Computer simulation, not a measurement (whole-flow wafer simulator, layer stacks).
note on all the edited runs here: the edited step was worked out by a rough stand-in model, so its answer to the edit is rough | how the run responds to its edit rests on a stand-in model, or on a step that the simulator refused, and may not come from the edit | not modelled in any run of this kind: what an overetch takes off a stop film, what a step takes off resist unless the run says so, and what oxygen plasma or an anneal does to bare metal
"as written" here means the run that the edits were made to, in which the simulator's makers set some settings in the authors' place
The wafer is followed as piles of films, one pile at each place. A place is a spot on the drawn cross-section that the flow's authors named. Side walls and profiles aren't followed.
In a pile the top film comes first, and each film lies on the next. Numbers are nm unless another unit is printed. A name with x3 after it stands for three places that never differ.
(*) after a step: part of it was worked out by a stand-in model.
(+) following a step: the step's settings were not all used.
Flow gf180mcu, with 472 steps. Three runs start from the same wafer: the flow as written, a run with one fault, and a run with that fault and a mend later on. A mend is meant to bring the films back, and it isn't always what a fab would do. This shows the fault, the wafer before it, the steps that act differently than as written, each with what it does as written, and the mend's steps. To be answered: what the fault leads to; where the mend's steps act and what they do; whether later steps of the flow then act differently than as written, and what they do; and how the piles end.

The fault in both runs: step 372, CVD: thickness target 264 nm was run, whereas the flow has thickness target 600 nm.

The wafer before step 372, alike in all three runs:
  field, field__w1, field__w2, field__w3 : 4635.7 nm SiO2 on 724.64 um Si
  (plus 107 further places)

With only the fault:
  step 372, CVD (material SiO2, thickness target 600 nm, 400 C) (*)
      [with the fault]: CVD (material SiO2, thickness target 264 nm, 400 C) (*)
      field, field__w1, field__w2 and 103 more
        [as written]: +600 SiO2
        [with the fault]: +264 SiO2
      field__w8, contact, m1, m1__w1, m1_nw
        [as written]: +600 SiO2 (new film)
        [with the fault]: +264 SiO2 (new film)
  Later steps of the flow acting differently than as written (not shown: 13 more steps that differ only slightly, by at most 2% or 0.5 nm, whichever is larger):
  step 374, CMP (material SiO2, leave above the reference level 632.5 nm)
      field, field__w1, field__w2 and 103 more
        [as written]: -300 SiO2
        [with the fault]: nothing
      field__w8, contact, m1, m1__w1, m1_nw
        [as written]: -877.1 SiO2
        [with the fault]: -541.1 SiO2
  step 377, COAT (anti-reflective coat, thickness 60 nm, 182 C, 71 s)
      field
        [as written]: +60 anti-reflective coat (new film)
        [with the fault]: +74.3 anti-reflective coat (new film)
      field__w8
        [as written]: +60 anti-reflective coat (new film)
        [with the fault]: +39.5 anti-reflective coat (new film)
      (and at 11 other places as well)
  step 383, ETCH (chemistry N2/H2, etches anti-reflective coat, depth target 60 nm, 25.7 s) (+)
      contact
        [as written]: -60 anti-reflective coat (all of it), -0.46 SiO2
        [with the fault]: -40.3 anti-reflective coat (all of it), -0.97 SiO2
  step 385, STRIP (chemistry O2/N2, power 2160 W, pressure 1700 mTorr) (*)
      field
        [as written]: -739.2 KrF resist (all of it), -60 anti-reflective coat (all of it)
        [with the fault]: -732 KrF resist (all of it), -74.3 anti-reflective coat (all of it)
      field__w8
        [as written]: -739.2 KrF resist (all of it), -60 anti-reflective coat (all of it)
        [with the fault]: -735.8 KrF resist (all of it), -39.5 anti-reflective coat (all of it)
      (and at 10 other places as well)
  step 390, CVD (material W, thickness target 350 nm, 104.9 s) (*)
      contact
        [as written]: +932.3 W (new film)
        [with the fault]: +895.9 W (new film)
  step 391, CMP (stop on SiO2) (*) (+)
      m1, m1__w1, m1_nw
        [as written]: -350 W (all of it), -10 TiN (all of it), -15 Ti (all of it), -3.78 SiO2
        [with the fault]: -350 W (all of it), -10 TiN (all of it), -15 Ti (all of it), -5.21 SiO2
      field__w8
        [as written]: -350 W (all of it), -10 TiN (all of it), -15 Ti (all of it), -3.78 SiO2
        [with the fault]: -350 W (all of it), -10 TiN (all of it), -15 Ti (all of it), -5.22 SiO2
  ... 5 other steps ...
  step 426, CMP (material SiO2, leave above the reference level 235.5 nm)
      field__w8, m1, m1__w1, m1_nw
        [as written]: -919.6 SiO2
        [with the fault]: -954.2 SiO2
  At field__w8, contact, m1, m1__w1, m1_nw, the piles at the end differ from the flow's by more than 2% or 0.5 nm, whichever is larger.
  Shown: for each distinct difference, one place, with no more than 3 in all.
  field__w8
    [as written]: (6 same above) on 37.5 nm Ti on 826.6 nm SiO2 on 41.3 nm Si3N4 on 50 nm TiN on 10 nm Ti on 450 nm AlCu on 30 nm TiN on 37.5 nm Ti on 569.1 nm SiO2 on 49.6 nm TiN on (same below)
    [with the fault]: (6 same above) on 37.5 nm Ti on 792 nm SiO2 on 41.3 nm Si3N4 on 50 nm TiN on 10 nm Ti on 450 nm AlCu on 30 nm TiN on 37.5 nm Ti on 567.7 nm SiO2 on 49.6 nm TiN on (same below)
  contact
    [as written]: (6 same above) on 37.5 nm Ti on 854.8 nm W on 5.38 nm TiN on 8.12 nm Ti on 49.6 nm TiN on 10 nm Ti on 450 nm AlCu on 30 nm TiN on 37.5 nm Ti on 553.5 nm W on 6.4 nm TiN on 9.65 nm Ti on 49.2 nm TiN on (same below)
    [with the fault]: (6 same above) on 37.5 nm Ti on 854.6 nm W on 5.56 nm TiN on 8.12 nm Ti on 49.6 nm TiN on 10 nm Ti on 450 nm AlCu on 30 nm TiN on 37.5 nm Ti on 517.1 nm W on 6.54 nm TiN on 9.86 nm Ti on 49.2 nm TiN on (same below)

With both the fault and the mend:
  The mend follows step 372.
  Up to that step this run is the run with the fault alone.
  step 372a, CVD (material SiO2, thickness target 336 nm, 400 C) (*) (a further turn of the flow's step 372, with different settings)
      field, field__w1, field__w2 and 108 more
        +336 SiO2
  None of the later steps of the flow acts differently than as written at any place that is followed.
  By the end, the piles equal the flow's at every place that both follow.
